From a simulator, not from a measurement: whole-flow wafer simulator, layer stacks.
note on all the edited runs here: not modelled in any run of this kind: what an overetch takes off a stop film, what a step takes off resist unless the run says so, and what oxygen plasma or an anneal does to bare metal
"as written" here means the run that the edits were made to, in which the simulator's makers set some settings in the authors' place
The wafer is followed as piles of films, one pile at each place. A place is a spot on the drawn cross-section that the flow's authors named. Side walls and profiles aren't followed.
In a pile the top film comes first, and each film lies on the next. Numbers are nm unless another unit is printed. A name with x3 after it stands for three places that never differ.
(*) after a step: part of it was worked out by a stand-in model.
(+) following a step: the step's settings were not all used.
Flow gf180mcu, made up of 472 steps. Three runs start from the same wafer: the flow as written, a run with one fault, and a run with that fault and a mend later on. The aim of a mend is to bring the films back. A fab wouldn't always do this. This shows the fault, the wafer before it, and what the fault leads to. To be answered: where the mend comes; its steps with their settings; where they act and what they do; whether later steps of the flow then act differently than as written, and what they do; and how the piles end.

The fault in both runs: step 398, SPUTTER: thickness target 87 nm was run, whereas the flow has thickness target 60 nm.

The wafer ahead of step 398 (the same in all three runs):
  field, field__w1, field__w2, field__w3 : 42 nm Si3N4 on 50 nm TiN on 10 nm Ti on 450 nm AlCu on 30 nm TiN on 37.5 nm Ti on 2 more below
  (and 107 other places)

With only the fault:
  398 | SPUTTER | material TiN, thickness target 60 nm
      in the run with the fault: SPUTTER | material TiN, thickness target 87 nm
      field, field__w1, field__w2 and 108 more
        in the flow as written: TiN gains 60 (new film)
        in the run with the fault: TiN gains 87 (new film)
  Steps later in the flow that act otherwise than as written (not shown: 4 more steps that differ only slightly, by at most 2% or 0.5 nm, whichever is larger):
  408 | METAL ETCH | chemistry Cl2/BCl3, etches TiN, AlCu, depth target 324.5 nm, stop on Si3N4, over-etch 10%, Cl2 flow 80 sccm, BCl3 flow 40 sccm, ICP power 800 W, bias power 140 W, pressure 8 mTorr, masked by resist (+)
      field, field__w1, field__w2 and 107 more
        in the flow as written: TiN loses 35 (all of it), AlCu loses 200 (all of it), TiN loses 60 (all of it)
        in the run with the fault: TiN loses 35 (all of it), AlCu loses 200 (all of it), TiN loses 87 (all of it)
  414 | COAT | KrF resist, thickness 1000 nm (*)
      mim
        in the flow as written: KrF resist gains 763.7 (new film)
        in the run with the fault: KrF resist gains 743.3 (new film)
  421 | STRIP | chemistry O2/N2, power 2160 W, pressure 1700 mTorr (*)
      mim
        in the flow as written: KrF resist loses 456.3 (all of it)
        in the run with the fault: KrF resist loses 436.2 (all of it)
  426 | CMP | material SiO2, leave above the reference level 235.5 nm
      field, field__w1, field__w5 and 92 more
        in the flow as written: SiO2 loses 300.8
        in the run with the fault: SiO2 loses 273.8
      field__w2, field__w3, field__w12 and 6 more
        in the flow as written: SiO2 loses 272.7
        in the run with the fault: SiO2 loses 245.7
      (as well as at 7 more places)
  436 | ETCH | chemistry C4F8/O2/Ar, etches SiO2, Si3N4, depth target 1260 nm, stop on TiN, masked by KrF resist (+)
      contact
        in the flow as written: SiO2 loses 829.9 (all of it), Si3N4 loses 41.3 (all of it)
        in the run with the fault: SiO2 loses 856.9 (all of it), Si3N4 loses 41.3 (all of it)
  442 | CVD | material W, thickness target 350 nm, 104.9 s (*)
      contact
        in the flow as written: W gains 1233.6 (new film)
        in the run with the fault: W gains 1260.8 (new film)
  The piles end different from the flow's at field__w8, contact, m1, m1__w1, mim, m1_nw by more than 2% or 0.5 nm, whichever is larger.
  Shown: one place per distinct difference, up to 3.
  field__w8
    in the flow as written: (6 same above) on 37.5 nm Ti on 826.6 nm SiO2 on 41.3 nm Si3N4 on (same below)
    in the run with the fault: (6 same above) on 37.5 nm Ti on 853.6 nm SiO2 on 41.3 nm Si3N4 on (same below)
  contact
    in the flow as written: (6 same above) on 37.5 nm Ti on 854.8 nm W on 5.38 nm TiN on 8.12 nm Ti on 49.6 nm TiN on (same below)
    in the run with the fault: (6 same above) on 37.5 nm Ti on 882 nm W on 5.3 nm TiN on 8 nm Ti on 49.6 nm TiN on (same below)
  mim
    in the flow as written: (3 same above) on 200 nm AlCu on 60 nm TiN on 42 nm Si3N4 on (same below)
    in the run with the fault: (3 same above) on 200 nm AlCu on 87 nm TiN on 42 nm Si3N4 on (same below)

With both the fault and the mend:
  After step 398 comes the mend.
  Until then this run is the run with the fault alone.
  398a | METAL ETCH | chemistry Cl2/BCl3, etches TiN, AlCu, Ti, depth target 27 nm, Cl2 flow 80 sccm, BCl3 flow 40 sccm, ICP power 800 W, bias power 140 W, pressure 8 mTorr (a further turn of the flow's step 260, with different settings)
      field, field__w1, field__w2 and 108 more
        TiN loses 27
  None of the later steps of the flow acts differently than as written at any place that is followed.
  At every place that both follow, the piles at the end match the flow's.
